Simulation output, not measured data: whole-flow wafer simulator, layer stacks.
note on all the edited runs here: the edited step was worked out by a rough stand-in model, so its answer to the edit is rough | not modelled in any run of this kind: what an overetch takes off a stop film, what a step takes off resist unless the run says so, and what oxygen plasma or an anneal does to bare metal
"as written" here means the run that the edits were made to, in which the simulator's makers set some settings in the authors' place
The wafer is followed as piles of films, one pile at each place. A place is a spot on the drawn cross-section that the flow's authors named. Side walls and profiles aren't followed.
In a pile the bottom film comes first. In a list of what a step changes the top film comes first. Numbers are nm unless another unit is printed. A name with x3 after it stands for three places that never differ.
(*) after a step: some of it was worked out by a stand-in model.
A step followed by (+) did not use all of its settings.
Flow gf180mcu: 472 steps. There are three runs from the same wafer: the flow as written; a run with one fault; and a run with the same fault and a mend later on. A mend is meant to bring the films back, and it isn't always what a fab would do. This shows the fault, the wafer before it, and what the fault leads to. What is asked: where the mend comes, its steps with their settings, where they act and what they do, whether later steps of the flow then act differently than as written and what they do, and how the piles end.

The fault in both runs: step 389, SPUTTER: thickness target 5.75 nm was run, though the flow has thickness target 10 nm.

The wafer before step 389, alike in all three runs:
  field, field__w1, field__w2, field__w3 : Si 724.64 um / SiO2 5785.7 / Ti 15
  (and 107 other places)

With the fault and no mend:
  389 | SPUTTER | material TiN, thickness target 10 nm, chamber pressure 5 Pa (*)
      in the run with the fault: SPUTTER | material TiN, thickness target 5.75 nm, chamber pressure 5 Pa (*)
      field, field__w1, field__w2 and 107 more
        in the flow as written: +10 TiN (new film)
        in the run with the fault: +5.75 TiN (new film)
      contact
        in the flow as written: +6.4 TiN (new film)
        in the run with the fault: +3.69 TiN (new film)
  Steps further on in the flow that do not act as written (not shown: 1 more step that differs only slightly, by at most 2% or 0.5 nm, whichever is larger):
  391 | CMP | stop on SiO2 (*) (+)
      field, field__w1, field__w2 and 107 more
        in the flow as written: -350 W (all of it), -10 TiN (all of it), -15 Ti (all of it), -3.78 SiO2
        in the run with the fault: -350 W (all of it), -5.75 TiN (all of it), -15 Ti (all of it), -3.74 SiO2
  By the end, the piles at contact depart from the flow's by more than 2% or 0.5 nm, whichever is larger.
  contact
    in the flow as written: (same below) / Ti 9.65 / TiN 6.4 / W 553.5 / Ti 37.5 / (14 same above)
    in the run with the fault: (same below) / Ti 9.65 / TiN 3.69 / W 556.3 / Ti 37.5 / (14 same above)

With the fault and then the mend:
  After step 389 comes the mend.
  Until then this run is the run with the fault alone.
  389a | SPUTTER | material TiN, thickness target 4.25 nm, chamber pressure 5 Pa (*) (a further turn of the flow's step 389, with different settings)
      field, field__w1, field__w2 and 107 more
        +4.25 TiN
      contact
        +2.72 TiN
  Later steps of the flow that are run all act as written at every place that is followed.
  At every place that both follow, the piles at the end match the flow's.
